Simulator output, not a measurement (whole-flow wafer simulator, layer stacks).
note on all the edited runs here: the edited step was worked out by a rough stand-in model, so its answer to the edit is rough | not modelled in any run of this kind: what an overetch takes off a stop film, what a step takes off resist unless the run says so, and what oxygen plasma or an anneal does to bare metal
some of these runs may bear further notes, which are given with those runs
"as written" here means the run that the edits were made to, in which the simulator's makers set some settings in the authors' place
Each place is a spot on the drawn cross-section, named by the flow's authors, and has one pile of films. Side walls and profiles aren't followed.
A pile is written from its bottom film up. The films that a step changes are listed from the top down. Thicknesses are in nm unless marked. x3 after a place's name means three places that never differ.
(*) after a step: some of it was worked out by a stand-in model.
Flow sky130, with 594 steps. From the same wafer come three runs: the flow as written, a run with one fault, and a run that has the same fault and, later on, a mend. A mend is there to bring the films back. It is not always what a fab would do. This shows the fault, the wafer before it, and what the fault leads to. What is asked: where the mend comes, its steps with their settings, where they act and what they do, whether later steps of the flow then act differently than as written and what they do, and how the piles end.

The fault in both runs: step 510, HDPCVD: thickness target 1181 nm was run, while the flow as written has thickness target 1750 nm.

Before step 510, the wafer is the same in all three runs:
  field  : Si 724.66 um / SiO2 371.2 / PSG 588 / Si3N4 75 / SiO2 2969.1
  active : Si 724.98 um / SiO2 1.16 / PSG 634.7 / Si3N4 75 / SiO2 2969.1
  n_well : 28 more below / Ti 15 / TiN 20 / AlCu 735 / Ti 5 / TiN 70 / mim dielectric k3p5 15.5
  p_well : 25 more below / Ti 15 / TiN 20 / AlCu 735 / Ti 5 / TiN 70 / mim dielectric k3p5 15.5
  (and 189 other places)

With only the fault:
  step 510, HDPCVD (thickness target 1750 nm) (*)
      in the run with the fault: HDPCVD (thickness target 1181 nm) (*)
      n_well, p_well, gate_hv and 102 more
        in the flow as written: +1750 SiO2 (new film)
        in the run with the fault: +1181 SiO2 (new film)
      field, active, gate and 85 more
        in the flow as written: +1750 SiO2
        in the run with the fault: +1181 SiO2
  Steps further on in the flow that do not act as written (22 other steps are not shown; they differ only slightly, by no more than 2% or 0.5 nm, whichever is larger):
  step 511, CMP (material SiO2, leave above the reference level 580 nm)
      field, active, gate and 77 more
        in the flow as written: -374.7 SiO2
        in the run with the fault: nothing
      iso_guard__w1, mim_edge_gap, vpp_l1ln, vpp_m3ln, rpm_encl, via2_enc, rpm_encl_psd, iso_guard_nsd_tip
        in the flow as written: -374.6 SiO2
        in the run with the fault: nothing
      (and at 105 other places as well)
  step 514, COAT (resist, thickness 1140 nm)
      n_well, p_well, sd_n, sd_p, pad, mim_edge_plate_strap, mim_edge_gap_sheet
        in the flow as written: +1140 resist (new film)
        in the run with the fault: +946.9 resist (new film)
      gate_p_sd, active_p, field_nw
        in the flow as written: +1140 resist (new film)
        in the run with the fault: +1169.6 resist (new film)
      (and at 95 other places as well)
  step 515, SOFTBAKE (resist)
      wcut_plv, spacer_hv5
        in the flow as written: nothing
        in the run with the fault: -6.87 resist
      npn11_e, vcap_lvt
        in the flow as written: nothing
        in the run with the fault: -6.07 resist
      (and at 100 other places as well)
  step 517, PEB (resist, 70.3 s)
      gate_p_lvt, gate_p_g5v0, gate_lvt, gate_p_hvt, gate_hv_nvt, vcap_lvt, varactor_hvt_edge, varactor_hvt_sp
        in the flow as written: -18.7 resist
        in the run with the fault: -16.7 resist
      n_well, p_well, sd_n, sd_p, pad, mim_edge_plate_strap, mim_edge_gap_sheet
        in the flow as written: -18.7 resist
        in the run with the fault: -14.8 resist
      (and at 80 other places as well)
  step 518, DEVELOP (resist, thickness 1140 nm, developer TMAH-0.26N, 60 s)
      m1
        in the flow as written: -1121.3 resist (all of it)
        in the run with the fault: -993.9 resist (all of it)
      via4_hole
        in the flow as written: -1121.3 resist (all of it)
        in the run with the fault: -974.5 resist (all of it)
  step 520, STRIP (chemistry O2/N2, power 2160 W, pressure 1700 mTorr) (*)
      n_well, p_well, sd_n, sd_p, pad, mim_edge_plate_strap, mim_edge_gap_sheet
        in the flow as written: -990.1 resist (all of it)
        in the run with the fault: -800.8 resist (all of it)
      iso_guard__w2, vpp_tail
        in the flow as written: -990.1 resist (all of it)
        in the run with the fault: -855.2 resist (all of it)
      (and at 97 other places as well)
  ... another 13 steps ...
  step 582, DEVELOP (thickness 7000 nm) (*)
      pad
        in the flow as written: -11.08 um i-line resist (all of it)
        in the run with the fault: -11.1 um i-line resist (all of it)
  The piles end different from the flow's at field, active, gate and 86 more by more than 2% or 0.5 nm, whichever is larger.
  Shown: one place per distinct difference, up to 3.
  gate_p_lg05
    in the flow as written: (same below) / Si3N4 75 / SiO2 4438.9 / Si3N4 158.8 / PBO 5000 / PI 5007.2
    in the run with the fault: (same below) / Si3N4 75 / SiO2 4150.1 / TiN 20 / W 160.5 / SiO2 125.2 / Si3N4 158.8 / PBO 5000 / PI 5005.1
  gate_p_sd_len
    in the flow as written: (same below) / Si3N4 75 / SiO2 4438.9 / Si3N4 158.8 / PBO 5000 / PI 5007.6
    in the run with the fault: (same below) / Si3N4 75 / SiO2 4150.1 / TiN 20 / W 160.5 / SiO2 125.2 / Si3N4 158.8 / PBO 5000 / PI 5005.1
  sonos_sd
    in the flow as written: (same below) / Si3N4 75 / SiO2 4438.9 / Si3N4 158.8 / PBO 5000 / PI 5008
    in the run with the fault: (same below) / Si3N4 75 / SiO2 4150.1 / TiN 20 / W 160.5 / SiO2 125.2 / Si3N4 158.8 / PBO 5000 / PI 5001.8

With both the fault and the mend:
  The mend follows step 510.
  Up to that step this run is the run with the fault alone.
  step 510a, HDPCVD (thickness target 569 nm) (*) (a further turn of the flow's step 510, with different settings)
      field, active, n_well and 190 more
        +569 SiO2
  Every later step of the flow that is run acts as written at every place that is followed.
  At every place that both follow, the piles at the end match the flow's.
